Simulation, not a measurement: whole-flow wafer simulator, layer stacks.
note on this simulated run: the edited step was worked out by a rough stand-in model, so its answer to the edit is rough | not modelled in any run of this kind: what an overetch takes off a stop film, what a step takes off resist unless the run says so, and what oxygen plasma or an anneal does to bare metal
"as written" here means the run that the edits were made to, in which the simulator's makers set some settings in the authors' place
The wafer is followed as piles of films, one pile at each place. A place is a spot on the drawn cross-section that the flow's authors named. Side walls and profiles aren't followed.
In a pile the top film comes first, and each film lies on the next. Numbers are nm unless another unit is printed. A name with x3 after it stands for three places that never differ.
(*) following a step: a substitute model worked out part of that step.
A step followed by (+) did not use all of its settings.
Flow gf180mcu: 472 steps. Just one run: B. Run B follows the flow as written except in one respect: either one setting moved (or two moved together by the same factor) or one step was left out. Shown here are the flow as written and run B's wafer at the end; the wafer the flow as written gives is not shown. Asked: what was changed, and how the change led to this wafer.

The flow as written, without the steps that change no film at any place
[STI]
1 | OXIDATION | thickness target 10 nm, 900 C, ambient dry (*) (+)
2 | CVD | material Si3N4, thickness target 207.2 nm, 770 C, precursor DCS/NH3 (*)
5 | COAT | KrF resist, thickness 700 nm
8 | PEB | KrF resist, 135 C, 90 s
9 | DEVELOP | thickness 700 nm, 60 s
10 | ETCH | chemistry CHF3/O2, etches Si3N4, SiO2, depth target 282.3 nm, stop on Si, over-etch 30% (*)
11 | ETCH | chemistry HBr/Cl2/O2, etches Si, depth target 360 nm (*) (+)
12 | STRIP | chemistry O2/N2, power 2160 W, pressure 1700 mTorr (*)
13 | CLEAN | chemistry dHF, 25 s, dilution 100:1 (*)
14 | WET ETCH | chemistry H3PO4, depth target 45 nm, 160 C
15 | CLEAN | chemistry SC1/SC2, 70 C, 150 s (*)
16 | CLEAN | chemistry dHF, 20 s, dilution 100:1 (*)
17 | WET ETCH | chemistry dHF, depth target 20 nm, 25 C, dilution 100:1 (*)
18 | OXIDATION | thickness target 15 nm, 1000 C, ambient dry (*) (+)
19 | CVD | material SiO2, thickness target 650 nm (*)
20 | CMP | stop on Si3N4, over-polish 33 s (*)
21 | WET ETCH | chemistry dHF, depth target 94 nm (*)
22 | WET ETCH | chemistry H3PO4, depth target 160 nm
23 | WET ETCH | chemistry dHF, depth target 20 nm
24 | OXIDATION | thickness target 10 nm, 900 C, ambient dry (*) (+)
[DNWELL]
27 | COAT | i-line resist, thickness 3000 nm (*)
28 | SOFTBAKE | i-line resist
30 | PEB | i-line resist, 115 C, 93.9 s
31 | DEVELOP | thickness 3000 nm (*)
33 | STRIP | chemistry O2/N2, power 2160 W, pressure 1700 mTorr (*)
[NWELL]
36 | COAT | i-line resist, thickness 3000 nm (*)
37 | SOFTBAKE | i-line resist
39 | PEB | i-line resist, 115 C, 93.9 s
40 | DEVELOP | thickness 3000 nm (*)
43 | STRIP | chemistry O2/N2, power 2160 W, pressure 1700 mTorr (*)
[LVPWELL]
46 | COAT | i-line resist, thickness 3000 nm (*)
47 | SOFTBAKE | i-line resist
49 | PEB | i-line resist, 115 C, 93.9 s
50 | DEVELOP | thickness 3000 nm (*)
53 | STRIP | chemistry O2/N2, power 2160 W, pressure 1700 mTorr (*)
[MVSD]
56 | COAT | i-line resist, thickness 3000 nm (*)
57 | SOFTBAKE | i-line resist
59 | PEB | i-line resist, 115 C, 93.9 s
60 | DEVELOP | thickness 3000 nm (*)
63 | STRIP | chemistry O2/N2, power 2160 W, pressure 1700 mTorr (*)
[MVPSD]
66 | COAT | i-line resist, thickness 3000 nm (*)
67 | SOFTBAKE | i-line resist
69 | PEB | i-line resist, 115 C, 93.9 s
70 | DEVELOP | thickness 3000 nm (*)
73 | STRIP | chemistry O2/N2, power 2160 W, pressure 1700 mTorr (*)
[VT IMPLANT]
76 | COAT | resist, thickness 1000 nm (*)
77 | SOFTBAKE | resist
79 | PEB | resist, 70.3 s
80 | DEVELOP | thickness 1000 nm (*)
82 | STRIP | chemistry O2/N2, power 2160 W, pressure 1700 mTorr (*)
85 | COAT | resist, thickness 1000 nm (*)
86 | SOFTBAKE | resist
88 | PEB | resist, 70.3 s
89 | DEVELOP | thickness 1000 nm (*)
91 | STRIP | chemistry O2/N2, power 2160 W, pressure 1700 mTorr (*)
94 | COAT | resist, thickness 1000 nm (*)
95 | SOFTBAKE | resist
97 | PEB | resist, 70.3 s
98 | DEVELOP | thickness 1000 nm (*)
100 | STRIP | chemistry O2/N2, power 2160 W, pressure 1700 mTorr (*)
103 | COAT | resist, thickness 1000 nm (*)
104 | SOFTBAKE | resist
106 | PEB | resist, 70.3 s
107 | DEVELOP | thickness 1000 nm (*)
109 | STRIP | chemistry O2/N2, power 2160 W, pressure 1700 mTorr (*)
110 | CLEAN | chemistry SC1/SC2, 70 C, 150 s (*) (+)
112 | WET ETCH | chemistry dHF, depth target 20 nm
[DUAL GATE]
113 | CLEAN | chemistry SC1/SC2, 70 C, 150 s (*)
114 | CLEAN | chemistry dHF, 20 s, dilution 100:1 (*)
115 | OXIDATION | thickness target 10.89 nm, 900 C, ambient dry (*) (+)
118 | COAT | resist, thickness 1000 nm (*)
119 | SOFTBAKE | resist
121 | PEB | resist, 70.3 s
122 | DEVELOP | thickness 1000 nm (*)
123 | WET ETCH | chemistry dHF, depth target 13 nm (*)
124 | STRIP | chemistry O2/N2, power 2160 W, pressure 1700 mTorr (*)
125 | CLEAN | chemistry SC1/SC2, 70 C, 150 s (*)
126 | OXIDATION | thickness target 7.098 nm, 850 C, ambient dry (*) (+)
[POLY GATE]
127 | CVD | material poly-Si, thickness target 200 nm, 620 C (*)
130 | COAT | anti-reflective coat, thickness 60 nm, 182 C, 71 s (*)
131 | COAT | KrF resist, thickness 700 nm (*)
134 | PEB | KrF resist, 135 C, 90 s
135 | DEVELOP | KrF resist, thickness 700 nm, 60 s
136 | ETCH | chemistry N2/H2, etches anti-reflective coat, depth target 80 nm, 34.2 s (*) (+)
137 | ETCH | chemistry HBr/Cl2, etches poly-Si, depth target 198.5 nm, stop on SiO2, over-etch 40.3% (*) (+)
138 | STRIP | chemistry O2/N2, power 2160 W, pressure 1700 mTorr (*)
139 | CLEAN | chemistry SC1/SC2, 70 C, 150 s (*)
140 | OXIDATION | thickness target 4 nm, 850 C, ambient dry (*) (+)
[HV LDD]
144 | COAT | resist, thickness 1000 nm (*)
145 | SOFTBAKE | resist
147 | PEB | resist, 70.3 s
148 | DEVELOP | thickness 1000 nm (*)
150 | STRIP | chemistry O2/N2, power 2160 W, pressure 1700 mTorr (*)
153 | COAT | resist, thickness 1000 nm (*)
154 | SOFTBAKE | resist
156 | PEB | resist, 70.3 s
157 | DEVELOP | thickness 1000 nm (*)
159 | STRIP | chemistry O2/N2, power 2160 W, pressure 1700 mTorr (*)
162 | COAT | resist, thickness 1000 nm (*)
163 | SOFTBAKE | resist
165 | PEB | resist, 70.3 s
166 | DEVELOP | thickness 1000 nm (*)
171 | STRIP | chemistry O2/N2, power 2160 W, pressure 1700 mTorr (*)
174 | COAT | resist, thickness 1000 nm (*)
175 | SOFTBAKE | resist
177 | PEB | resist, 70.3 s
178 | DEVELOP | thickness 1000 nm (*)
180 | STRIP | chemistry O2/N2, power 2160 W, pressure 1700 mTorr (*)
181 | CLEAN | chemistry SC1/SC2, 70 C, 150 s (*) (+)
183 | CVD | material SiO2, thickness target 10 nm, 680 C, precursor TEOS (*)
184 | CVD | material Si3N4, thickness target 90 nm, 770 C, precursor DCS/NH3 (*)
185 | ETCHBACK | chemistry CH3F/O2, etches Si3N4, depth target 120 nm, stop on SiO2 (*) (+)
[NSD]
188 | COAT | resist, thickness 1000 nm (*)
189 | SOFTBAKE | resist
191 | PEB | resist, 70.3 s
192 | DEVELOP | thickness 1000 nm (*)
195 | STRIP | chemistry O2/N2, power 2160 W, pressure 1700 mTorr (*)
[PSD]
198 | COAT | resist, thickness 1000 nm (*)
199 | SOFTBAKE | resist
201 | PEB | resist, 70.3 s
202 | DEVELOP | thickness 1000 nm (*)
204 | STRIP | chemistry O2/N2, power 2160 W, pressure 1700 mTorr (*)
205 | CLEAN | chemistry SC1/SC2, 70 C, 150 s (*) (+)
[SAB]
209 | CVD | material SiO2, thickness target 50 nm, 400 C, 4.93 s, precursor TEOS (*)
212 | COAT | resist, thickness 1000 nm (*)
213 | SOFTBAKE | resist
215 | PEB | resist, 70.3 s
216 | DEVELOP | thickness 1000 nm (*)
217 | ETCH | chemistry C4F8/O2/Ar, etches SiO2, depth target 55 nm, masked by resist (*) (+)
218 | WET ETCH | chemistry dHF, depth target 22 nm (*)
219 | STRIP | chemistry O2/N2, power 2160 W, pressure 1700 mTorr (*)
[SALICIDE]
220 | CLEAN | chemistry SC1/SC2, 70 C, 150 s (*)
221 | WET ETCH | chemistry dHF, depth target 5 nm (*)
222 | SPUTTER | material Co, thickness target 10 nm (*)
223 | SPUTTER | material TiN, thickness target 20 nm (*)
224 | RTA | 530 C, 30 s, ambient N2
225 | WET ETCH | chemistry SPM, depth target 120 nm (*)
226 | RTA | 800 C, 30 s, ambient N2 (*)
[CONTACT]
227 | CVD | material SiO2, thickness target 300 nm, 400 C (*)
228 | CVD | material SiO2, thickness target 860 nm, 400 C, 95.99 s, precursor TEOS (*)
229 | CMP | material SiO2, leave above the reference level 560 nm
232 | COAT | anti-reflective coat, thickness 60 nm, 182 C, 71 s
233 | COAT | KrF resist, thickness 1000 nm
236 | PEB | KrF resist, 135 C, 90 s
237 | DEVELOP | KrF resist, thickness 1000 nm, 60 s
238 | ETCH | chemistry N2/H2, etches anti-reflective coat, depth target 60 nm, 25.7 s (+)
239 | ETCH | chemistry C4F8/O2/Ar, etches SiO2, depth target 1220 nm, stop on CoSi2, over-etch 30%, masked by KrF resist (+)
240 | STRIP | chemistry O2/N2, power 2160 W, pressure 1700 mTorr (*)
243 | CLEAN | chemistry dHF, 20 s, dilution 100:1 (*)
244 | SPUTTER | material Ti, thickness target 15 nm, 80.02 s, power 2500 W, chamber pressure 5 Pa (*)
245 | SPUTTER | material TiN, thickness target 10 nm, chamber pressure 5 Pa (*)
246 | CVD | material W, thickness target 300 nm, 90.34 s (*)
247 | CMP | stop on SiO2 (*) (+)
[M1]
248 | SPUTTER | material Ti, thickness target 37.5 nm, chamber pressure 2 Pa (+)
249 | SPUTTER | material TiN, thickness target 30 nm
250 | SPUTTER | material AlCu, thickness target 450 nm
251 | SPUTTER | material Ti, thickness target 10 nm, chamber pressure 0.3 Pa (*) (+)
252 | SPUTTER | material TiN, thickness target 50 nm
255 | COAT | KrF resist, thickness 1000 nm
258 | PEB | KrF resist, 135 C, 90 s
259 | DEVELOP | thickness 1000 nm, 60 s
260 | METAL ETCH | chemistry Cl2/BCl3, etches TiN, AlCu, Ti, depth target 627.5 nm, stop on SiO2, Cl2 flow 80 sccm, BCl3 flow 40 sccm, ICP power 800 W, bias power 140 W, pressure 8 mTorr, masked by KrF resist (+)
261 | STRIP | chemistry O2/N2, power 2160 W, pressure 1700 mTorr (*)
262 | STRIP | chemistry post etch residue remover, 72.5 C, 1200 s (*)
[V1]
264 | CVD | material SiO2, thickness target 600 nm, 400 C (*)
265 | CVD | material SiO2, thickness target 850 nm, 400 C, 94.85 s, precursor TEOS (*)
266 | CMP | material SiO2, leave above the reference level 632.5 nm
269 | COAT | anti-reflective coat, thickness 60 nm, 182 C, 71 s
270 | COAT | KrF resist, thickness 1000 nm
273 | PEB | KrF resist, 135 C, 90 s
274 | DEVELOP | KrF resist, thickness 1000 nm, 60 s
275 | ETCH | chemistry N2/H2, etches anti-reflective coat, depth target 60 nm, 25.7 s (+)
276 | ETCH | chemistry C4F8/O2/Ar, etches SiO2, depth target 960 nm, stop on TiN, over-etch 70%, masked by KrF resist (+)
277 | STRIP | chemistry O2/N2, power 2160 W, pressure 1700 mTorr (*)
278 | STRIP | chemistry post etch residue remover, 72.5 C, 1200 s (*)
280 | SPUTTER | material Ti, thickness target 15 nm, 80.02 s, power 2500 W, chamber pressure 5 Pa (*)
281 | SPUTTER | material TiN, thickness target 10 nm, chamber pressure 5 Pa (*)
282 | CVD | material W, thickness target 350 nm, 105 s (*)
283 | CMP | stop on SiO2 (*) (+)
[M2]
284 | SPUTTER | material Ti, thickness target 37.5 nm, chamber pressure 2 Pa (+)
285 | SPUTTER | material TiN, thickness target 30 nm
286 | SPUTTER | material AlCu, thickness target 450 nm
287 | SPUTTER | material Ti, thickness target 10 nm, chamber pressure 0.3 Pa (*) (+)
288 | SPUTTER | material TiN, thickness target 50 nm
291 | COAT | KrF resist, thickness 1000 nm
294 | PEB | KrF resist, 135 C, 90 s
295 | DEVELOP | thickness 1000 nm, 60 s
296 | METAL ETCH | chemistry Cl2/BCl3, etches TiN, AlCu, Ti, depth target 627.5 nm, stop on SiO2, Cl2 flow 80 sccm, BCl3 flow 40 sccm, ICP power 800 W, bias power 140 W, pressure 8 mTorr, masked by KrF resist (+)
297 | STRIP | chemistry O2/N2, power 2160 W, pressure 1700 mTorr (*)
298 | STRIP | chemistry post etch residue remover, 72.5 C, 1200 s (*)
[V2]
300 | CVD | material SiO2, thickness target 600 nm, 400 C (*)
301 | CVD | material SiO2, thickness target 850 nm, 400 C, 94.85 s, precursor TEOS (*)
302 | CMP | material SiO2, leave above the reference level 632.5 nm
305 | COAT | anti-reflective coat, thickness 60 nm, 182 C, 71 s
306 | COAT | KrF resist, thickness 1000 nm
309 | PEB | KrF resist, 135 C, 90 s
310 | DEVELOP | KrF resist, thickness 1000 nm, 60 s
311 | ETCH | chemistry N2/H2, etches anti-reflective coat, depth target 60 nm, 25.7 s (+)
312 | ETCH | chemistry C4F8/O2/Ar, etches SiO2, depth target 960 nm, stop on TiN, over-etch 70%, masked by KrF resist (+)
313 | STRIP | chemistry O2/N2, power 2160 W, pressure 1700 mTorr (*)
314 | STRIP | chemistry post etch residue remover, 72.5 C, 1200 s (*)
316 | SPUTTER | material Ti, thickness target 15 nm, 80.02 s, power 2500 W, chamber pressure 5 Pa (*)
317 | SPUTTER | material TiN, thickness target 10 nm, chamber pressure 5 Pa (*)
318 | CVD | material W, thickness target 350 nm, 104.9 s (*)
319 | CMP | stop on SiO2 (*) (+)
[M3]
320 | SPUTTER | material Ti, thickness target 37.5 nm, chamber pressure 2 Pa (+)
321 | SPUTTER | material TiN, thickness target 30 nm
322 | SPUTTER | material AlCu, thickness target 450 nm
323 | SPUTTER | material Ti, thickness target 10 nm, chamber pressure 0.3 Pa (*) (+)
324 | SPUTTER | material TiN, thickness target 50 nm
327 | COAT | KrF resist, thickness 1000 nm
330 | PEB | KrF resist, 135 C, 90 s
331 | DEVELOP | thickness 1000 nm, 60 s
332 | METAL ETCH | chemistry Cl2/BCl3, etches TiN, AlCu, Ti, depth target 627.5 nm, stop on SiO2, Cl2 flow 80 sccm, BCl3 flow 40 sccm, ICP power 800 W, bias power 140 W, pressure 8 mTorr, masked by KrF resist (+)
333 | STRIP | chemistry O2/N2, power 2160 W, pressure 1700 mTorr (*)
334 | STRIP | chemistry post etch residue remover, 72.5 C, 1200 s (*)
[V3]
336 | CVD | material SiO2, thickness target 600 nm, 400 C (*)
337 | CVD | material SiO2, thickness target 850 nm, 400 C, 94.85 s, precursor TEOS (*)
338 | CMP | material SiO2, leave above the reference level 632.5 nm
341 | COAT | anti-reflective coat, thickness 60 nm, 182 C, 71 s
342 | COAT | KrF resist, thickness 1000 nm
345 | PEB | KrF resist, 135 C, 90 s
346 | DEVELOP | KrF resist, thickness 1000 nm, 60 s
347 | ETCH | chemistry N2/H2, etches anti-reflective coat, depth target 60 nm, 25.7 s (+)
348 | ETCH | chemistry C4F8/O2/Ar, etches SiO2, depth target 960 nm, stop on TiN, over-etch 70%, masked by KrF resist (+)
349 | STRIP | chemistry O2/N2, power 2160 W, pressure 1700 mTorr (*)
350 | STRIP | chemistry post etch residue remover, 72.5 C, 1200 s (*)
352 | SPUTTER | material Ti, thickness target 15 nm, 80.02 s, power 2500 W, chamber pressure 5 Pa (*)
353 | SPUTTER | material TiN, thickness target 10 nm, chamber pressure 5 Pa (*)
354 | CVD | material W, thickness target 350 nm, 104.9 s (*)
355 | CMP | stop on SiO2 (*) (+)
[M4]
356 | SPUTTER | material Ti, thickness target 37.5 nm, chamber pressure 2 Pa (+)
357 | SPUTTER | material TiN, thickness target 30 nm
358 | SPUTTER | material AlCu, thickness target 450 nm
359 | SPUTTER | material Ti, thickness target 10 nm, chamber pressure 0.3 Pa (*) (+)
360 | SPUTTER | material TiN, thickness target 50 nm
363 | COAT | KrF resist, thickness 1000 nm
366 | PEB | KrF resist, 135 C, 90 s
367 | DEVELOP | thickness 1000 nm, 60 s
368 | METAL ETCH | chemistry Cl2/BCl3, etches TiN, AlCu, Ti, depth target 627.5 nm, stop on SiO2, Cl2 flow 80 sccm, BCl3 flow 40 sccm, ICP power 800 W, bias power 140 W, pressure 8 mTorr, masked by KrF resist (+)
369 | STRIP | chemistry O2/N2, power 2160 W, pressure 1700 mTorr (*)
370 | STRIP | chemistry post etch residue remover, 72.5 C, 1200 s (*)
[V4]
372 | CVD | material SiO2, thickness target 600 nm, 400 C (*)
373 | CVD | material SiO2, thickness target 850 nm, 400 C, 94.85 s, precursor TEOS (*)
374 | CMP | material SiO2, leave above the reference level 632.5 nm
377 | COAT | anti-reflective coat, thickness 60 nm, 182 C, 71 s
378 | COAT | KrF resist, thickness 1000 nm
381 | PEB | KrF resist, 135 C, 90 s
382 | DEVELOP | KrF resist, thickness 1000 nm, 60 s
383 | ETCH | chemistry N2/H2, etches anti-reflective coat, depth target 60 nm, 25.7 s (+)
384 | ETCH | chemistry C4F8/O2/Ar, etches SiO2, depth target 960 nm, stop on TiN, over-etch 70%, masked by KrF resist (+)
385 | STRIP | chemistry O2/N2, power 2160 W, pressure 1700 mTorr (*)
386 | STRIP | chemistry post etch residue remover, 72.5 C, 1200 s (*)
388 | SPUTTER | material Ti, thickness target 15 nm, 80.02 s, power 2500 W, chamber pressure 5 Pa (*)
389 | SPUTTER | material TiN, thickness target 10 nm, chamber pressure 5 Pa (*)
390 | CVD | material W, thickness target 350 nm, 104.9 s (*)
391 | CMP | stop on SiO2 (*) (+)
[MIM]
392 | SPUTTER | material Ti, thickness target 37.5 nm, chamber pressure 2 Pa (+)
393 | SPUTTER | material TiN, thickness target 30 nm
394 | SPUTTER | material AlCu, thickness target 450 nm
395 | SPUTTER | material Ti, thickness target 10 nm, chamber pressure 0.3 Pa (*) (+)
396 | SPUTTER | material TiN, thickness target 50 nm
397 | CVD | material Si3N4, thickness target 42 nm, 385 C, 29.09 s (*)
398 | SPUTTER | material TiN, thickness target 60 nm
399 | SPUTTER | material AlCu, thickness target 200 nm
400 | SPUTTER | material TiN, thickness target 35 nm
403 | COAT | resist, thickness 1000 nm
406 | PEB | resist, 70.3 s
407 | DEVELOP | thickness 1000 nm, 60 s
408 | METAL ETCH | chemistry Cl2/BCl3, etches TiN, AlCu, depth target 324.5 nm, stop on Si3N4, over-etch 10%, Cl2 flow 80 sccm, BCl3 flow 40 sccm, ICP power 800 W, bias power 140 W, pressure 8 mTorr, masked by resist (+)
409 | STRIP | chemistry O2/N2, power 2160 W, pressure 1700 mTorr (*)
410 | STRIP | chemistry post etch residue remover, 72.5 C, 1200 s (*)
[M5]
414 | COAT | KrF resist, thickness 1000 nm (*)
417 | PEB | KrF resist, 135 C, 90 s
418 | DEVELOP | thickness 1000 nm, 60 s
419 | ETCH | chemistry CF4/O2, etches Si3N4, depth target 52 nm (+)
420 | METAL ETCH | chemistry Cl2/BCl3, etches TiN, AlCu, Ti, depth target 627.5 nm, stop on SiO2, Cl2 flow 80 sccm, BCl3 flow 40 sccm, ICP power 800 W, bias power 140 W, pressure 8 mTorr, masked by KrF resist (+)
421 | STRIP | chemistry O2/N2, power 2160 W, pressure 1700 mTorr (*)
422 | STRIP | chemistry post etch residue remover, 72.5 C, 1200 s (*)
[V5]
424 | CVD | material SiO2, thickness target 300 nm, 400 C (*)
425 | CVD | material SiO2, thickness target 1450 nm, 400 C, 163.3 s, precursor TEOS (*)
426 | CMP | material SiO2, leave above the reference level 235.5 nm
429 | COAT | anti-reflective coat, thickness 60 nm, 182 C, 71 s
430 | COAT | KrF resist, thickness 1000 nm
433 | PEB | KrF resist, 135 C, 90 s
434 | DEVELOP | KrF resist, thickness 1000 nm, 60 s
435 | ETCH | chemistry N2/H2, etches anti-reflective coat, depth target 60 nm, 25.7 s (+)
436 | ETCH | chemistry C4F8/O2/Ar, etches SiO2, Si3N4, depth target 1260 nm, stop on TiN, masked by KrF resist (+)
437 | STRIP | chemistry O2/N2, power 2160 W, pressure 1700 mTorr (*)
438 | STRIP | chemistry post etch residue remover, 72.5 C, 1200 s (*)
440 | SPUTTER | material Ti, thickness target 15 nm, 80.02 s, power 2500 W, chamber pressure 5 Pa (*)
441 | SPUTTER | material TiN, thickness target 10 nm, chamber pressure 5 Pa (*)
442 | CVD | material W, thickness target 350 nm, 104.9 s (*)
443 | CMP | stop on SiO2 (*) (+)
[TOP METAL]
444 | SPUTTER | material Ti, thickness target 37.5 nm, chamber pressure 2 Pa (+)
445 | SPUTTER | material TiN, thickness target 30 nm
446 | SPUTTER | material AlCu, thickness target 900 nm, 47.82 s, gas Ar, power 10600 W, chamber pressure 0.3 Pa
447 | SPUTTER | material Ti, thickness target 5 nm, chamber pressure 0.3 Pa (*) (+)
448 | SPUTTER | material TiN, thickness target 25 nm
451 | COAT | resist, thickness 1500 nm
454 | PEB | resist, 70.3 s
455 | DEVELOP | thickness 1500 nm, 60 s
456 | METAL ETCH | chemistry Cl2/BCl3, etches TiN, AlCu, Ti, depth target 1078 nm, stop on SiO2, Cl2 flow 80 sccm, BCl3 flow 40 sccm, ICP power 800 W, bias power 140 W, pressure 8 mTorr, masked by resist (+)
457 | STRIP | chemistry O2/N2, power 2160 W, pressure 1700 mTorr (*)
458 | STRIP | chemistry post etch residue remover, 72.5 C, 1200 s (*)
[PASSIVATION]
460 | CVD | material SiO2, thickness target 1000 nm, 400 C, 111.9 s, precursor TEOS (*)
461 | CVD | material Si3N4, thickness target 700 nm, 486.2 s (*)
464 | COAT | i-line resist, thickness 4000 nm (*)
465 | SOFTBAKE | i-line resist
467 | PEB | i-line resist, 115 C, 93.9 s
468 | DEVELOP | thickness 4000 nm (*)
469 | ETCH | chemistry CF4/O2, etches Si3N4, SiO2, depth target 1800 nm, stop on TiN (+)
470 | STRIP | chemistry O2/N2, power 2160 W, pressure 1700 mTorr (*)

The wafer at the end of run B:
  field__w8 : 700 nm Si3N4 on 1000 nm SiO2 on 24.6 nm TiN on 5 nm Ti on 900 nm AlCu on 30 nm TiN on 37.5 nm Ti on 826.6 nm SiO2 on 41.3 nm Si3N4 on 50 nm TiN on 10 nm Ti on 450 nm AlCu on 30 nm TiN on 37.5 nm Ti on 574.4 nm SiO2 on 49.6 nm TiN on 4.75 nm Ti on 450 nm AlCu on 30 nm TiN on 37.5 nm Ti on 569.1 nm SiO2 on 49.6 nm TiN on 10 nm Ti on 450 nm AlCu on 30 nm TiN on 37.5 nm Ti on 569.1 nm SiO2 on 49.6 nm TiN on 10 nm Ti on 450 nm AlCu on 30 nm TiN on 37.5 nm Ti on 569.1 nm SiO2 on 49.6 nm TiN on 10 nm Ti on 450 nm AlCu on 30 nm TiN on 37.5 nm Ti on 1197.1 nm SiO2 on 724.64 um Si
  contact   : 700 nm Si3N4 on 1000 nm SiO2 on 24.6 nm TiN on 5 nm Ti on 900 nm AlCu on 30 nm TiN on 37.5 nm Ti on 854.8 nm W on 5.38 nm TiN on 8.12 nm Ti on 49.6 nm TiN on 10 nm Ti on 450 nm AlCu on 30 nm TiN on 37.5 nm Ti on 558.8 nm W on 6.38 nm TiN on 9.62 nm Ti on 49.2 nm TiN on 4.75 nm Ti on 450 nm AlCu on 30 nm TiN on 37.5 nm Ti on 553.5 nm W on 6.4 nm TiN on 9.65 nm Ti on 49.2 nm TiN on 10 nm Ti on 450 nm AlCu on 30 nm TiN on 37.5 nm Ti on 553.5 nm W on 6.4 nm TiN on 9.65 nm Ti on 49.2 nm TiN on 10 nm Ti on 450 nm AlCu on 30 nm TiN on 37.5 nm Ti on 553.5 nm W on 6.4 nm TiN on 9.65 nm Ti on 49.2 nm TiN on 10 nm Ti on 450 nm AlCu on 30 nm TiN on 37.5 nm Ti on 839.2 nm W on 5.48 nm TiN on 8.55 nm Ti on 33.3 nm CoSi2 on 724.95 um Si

Cause: step 359, SPUTTER: thickness target 4.75 nm was run, whereas the flow has thickness target 10 nm.
The wafer lets one read it off: field__w8 has Ti 4.75, and step 359 as written asks for 10 nm.

The path from the change to this, step by step:
  359 | SPUTTER | material Ti, thickness target 10 nm, chamber pressure 0.3 Pa (*) (+)
      field, field__w1, field__w2 and 108 more: +4.75 Ti (new film) (it would be, as written: +10 Ti (new film))
  368 | METAL ETCH | chemistry Cl2/BCl3, etches TiN, AlCu, Ti, depth target 627.5 nm, stop on SiO2, Cl2 flow 80 sccm, BCl3 flow 40 sccm, ICP power 800 W, bias power 140 W, pressure 8 mTorr, masked by KrF resist (+)
      field, field__w1, field__w2 and 103 more: -50 TiN (all of it), -4.75 Ti (all of it), -450 AlCu (all of it), -30 TiN (all of it), -37.5 Ti (all of it) (it would be, as written: -50 TiN (all of it), -10 Ti (all of it), -450 AlCu (all of it), -30 TiN (all of it), -37.5 Ti (all of it))
